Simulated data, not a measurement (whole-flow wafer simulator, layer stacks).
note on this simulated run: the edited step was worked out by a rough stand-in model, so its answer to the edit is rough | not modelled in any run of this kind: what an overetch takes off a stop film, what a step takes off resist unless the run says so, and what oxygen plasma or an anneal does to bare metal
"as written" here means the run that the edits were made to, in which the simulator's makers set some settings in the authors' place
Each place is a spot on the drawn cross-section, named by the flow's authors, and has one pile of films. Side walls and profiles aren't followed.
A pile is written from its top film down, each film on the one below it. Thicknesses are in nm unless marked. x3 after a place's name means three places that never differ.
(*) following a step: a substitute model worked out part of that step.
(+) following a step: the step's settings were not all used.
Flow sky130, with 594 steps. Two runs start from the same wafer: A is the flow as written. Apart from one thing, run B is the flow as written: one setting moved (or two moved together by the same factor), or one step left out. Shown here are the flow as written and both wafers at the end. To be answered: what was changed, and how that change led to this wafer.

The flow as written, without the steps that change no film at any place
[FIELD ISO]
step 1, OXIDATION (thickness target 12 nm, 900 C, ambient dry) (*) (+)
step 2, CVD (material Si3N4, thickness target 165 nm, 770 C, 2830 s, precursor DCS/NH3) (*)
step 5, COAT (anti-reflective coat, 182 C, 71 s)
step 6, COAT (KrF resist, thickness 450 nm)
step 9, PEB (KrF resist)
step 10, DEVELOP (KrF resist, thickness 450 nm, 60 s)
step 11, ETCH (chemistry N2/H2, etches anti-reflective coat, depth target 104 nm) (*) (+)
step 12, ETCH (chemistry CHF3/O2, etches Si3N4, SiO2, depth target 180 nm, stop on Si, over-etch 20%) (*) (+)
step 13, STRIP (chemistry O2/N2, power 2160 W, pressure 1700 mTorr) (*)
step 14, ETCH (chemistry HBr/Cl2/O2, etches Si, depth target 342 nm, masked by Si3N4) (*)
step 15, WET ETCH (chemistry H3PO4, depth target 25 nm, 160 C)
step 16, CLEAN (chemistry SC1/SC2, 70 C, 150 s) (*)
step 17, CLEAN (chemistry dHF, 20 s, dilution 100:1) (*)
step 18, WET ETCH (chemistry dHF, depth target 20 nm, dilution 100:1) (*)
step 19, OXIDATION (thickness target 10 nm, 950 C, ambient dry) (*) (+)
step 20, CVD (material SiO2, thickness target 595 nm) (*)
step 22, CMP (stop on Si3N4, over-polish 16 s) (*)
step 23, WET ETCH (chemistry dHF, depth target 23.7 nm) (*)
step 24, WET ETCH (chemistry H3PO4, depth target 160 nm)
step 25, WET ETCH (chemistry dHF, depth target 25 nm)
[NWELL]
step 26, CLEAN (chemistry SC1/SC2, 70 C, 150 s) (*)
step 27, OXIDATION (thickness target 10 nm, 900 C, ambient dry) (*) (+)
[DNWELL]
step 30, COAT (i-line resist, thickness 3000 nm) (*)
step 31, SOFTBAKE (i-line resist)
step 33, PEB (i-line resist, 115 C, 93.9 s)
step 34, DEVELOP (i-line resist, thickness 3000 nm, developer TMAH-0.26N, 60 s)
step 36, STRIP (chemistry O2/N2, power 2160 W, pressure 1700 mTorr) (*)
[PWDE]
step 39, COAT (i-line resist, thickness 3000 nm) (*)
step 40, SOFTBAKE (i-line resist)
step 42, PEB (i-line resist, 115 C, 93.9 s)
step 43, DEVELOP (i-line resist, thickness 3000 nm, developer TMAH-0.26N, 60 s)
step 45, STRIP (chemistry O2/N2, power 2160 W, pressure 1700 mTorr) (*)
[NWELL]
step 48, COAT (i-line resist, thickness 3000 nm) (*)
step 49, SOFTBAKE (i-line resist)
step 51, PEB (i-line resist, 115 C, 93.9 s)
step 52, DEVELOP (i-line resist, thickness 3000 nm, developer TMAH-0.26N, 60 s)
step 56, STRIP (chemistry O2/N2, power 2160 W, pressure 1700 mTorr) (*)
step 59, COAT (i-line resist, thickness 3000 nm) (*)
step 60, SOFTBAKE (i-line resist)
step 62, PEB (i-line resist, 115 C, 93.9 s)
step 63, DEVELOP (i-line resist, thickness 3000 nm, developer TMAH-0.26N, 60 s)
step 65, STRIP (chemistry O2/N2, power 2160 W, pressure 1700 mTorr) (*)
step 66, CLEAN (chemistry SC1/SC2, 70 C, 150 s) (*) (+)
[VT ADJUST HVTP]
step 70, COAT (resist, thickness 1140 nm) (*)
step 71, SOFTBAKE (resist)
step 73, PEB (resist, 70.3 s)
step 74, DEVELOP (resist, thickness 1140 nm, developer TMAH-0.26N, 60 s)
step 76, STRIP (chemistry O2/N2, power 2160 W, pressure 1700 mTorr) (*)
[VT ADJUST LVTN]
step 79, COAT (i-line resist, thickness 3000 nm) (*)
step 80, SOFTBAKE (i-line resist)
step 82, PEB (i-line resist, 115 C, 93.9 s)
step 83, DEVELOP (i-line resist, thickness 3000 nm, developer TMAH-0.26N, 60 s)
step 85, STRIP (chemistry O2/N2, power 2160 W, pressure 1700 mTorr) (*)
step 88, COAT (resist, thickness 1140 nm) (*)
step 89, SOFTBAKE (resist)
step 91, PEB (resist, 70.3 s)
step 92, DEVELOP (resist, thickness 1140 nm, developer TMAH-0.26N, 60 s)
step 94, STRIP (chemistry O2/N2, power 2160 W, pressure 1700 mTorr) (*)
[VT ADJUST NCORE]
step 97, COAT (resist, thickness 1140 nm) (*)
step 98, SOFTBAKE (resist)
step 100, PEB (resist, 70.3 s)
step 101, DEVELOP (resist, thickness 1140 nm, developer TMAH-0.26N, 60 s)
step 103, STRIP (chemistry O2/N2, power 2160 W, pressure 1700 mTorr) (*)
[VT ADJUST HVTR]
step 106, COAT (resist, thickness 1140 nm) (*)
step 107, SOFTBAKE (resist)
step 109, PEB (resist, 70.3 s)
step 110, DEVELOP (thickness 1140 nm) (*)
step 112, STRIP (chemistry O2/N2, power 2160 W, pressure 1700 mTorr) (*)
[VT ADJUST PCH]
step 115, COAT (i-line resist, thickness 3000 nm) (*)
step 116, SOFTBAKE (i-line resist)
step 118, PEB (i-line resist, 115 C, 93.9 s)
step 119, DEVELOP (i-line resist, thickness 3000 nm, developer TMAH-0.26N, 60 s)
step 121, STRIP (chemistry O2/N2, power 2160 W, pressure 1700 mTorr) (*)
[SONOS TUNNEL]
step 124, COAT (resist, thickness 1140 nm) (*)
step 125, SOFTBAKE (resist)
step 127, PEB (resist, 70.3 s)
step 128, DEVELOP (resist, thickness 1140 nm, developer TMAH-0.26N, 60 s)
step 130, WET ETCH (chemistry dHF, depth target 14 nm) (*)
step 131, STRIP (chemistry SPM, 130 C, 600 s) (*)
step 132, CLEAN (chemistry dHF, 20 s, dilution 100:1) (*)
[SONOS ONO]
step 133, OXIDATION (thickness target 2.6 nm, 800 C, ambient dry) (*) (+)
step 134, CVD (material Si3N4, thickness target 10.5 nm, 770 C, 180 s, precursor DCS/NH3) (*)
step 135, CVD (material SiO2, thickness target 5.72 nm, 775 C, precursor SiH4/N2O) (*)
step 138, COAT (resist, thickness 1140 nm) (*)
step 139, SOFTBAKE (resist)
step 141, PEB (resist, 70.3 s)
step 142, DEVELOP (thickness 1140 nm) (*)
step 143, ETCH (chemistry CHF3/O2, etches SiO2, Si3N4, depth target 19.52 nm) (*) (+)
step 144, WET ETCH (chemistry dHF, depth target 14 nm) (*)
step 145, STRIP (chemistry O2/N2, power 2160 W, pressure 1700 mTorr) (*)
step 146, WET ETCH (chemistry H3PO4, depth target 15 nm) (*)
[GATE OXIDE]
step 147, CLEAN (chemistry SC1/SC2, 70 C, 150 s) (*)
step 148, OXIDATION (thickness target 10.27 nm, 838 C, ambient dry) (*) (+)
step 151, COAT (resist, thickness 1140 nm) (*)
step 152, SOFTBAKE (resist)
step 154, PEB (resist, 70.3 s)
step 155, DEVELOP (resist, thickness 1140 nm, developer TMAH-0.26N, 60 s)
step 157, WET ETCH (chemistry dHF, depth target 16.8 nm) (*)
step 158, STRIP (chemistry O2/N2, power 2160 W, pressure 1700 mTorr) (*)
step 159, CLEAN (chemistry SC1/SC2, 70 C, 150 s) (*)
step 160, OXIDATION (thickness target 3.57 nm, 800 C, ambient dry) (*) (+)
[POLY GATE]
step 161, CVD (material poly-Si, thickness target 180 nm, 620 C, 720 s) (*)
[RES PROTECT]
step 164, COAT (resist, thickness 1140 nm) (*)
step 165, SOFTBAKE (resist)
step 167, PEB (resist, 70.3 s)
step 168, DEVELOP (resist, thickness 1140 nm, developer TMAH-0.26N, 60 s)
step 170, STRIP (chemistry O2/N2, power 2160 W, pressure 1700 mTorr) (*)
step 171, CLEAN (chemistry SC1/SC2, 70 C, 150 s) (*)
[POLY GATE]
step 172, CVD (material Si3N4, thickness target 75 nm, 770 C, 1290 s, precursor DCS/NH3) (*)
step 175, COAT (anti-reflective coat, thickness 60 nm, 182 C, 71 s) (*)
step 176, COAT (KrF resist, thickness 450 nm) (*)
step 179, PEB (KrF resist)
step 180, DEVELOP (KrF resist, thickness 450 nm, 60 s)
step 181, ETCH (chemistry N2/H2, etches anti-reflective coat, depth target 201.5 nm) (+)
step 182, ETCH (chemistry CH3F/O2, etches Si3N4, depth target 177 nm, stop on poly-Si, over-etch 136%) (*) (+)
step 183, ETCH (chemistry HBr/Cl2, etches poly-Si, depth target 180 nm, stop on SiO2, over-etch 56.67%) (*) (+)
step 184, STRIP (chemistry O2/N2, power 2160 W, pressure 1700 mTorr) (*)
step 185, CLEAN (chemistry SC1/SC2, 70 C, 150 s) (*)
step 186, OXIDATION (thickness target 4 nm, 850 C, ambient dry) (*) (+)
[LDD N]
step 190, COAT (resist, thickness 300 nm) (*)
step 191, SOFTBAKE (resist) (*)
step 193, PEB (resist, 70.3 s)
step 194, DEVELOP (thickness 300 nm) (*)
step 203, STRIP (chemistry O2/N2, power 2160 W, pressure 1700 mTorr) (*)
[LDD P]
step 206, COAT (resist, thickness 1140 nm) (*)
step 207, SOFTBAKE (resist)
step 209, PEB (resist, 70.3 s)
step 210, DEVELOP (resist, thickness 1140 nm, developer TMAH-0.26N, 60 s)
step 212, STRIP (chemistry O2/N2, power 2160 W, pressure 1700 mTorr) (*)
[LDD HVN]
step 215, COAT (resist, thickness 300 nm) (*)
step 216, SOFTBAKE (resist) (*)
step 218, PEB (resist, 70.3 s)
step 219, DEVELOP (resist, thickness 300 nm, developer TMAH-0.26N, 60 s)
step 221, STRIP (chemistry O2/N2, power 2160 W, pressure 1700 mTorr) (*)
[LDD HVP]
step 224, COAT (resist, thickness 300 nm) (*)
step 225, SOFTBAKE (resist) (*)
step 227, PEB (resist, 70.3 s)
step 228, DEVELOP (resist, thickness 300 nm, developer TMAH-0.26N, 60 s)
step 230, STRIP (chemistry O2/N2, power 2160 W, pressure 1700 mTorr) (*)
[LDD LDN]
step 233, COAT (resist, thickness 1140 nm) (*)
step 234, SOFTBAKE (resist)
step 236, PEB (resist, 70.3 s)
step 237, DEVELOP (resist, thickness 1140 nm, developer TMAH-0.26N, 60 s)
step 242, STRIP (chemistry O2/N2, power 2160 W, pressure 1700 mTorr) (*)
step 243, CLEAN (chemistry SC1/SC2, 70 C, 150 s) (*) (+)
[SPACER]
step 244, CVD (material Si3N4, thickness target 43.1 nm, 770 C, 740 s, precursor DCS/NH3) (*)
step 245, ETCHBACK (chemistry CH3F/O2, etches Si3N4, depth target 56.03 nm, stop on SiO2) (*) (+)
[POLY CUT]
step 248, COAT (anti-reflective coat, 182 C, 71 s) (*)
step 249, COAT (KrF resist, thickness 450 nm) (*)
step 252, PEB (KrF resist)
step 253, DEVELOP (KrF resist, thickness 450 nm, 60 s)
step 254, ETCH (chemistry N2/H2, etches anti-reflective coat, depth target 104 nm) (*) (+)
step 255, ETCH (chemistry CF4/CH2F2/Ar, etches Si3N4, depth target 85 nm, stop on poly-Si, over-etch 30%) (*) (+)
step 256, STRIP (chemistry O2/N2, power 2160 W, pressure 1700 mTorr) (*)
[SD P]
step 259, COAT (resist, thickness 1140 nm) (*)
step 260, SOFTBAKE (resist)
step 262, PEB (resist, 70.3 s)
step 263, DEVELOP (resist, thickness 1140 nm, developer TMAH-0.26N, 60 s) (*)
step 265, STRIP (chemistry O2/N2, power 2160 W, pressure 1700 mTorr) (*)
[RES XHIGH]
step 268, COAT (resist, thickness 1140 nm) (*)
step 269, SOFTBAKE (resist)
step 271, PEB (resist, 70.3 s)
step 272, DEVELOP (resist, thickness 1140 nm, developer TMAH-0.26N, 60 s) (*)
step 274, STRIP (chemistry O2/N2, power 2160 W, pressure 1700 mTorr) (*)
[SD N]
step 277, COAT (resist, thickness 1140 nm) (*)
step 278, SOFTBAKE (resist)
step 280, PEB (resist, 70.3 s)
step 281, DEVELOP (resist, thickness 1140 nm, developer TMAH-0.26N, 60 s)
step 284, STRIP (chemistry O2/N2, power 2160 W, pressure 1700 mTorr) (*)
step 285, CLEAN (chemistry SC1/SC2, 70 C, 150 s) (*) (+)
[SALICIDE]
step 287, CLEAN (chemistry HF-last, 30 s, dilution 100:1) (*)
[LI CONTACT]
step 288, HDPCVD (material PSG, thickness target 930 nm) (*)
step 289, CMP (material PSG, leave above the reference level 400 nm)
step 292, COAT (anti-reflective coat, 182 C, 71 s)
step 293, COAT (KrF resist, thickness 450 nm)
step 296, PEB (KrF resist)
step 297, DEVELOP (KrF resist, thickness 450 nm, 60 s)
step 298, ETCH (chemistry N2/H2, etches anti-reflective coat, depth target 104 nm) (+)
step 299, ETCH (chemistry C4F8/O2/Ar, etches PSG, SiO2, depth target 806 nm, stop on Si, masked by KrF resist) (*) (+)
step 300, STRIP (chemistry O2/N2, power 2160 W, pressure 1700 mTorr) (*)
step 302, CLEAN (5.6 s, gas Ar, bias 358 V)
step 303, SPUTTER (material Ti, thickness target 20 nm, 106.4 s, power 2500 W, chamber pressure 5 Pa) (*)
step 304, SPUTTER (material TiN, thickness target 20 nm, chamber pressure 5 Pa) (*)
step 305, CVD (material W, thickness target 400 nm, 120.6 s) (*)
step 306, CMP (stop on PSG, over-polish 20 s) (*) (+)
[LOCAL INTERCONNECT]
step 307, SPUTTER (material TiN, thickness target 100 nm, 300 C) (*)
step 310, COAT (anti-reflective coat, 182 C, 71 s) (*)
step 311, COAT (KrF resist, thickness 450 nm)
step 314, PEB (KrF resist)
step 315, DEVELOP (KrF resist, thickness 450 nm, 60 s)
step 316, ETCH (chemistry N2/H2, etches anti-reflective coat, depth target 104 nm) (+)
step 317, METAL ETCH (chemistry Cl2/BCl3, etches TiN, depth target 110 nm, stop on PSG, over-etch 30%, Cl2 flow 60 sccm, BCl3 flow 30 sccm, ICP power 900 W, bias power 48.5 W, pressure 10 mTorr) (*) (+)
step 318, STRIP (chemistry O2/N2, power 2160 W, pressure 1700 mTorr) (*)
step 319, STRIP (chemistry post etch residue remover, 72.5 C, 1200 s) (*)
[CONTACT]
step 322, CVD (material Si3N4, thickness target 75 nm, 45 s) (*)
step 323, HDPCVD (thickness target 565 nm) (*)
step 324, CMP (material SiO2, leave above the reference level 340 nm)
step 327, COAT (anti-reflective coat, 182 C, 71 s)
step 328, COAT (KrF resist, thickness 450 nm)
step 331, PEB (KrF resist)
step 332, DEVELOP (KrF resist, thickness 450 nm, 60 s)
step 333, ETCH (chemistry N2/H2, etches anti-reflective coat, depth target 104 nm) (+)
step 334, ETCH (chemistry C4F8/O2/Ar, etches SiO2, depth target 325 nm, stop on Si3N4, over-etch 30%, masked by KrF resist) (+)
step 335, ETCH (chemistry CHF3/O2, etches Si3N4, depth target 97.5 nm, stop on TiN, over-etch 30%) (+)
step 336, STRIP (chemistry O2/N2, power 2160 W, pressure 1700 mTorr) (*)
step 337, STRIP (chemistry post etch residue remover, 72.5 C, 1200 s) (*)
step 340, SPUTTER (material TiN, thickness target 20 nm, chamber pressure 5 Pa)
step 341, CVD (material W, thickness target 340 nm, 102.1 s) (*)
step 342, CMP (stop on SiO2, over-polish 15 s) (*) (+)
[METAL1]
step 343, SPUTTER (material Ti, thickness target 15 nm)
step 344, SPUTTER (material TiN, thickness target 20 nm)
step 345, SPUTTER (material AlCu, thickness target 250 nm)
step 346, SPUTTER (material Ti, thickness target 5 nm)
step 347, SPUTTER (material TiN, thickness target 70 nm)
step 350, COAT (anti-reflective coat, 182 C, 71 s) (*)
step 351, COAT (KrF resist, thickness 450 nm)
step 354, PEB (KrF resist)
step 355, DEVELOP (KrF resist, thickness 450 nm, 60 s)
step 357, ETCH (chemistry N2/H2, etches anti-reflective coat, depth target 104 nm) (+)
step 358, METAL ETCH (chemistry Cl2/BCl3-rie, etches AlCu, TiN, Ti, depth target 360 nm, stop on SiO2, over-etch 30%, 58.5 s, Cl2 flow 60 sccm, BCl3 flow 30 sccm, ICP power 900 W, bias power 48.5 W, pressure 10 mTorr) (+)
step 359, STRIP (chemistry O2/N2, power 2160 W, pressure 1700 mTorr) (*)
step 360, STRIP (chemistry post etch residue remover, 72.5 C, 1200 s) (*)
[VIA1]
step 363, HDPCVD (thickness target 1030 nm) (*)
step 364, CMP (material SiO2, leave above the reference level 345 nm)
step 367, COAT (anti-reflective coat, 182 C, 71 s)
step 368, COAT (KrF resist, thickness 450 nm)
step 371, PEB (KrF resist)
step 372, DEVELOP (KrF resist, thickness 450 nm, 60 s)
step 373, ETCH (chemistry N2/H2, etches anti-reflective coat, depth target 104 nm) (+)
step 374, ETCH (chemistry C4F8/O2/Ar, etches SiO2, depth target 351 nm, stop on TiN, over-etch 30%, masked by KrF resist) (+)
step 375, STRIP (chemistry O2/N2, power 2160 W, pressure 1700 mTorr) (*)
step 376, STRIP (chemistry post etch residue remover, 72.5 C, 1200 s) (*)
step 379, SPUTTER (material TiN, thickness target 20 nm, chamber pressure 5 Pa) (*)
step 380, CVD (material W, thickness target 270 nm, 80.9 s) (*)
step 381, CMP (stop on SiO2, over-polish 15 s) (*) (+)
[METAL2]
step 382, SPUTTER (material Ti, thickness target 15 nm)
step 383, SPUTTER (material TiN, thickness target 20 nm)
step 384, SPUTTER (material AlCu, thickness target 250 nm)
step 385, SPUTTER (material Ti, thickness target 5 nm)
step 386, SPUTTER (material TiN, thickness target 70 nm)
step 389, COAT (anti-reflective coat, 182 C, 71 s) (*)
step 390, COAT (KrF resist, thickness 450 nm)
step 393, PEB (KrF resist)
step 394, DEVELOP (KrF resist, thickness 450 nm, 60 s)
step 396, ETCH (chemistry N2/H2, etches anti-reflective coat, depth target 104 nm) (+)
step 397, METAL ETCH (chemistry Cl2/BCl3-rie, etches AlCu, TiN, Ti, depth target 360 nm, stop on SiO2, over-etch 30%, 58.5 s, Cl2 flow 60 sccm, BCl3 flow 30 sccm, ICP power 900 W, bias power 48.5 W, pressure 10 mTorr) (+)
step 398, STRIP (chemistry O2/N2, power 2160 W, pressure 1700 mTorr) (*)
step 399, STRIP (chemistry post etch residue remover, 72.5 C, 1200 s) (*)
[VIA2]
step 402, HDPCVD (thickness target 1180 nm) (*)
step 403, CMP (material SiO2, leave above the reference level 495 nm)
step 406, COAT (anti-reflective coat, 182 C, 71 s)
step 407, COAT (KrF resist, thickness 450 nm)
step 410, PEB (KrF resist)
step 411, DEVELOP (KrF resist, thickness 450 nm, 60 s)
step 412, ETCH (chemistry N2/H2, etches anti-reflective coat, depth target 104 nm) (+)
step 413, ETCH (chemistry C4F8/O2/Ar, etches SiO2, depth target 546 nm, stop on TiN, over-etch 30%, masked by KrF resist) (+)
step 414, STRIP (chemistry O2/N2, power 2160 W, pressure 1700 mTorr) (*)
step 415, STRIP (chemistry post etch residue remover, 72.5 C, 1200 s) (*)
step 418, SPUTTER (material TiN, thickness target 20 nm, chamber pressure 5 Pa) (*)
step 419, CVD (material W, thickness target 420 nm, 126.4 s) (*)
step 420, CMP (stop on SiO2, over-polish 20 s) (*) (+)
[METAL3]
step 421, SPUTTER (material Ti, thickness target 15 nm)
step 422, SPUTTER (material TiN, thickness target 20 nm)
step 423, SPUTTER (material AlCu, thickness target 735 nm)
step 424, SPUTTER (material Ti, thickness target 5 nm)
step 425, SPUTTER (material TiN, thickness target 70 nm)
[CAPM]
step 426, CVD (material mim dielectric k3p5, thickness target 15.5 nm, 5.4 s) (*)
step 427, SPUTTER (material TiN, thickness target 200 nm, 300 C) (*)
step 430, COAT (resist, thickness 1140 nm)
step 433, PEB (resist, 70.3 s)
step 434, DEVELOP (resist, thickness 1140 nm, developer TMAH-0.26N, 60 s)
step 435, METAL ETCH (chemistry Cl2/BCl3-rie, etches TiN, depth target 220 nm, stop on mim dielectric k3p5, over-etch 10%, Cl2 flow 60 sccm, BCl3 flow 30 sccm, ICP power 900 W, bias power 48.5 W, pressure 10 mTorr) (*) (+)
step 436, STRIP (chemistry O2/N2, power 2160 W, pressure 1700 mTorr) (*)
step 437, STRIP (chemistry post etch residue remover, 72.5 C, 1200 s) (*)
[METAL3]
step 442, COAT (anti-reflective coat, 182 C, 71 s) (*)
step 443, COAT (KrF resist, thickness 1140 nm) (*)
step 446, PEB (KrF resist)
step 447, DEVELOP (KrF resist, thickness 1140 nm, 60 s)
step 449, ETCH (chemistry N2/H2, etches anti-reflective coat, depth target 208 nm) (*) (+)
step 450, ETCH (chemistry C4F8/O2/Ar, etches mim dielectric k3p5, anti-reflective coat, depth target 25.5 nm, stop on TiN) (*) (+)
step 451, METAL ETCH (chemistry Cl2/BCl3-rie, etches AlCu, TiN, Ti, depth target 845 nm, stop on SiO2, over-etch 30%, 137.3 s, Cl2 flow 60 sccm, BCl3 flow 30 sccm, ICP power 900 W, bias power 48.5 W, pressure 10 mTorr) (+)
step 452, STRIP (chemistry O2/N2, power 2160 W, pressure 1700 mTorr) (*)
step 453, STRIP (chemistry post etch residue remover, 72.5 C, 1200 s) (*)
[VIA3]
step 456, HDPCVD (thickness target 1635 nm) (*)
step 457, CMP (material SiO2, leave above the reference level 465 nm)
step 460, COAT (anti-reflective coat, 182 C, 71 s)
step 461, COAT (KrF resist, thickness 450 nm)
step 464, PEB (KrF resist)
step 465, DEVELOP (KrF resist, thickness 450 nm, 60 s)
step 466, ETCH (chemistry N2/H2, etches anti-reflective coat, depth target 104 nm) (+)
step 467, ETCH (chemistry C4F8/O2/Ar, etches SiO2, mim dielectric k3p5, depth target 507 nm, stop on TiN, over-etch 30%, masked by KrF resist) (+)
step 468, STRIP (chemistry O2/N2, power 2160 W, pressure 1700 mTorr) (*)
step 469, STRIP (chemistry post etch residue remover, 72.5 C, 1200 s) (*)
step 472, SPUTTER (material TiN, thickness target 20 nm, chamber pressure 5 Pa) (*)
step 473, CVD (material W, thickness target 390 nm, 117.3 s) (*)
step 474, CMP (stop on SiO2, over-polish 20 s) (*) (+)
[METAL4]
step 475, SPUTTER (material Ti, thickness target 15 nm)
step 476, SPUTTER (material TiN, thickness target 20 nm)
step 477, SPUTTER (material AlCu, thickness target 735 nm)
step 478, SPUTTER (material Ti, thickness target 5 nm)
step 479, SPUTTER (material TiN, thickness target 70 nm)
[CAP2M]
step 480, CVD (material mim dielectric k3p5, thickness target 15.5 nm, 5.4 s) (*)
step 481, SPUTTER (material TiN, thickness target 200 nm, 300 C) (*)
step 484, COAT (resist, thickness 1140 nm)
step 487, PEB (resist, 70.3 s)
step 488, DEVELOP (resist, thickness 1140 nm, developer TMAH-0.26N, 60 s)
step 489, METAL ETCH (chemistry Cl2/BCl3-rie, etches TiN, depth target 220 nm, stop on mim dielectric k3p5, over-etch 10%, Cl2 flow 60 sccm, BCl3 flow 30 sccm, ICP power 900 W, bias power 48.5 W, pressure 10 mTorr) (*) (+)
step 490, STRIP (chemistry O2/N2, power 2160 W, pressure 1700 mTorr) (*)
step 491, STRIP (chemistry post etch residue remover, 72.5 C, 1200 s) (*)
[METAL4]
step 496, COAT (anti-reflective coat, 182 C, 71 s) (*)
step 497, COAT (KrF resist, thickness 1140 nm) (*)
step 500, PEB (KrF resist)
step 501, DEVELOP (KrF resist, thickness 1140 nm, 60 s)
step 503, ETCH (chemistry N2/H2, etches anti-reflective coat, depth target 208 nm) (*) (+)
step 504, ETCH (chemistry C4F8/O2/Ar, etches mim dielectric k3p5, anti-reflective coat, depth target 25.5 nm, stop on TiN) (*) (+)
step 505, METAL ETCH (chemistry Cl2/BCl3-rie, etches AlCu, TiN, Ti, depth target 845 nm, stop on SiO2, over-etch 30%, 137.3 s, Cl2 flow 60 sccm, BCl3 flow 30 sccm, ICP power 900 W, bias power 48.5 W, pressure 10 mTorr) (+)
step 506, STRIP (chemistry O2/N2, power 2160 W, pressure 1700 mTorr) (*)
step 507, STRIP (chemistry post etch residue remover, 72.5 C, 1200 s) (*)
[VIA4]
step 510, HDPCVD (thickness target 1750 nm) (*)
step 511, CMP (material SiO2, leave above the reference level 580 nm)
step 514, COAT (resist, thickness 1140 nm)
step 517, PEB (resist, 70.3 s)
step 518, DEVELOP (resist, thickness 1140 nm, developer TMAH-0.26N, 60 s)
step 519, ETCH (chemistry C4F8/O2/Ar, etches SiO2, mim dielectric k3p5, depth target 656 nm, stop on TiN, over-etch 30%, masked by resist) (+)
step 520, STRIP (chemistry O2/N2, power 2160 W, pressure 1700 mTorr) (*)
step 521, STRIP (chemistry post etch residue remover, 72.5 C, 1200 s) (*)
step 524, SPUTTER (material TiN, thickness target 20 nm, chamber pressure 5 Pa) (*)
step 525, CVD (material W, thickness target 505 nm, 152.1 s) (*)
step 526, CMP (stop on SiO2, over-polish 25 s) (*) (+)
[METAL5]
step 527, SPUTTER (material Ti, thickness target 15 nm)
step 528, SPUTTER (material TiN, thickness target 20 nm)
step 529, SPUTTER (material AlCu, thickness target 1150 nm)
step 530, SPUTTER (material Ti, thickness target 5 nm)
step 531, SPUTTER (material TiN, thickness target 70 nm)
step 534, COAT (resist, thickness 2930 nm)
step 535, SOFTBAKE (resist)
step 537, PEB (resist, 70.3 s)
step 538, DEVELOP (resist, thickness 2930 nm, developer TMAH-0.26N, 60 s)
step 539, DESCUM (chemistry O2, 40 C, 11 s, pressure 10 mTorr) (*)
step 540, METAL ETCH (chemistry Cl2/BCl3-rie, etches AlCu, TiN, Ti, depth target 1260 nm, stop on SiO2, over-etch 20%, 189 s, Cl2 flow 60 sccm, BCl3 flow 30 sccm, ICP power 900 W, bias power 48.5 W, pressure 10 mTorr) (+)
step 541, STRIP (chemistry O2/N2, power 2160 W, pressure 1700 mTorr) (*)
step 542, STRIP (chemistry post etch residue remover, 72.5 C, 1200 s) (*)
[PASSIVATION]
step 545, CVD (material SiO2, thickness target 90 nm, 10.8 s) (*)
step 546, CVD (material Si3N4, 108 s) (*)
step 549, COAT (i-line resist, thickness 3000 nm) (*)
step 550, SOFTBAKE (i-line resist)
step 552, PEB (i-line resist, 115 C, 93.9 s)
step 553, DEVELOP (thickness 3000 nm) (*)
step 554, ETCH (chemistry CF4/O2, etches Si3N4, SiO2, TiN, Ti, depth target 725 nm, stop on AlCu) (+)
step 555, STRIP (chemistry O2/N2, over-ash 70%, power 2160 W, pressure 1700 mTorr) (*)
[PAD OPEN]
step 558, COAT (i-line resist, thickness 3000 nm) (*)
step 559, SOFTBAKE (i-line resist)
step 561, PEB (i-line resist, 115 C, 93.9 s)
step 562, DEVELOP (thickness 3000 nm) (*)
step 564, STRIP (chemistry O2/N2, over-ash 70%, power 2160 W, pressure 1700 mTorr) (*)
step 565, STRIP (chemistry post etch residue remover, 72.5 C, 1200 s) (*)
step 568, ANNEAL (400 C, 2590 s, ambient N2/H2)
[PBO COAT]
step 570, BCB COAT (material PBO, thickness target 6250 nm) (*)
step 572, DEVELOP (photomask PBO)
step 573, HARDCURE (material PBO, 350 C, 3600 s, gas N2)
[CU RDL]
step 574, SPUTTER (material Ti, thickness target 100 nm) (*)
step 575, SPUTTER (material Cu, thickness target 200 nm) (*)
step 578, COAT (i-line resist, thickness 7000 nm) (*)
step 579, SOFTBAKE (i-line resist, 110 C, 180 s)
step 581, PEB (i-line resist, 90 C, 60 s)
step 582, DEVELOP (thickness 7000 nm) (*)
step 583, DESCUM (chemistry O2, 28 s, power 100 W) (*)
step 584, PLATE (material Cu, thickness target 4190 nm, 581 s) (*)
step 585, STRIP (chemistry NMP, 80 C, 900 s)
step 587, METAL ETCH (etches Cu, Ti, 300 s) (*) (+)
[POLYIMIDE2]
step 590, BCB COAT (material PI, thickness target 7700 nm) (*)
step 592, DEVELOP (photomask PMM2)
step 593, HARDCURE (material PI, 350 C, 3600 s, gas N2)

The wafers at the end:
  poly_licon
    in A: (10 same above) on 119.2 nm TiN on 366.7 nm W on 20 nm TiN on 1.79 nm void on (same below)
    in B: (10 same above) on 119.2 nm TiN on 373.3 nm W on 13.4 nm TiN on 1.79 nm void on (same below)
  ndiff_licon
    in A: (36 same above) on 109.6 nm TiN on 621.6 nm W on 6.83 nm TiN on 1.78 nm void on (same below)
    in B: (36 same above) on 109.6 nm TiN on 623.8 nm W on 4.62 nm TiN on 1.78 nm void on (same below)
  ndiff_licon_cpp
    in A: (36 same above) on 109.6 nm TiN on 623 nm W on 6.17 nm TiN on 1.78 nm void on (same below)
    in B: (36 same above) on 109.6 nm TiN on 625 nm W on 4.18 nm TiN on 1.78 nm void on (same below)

Cause: step 304, SPUTTER: thickness target 13.4 nm was run, while the flow as written has thickness target 20 nm.
One can read it off the wafer: poly_licon has TiN 13.4, and step 304 as written asks for 20 nm.

How this came from the change, step by step:
  step 304, SPUTTER (material TiN, thickness target 20 nm, chamber pressure 5 Pa) (*)
      field, active, n_well and 185 more: A TiN gains 20 (new film) | B TiN gains 13.4 (new film)
      ndiff_licon: A TiN gains 6.83 (new film) | B TiN gains 4.62 (new film)
      (as well as at 2 more places)
  step 306, CMP (stop on PSG, over-polish 20 s) (*) (+)
      field, active, n_well and 184 more: A W loses 400 (all of it), TiN loses 20 (all of it), Ti loses 20 (all of it), PSG loses 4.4 | B W loses 400 (all of it), TiN loses 13.4 (all of it), Ti loses 20 (all of it), PSG loses 4.4
      poly_licon: A W loses 33.3 | B W loses 26.7
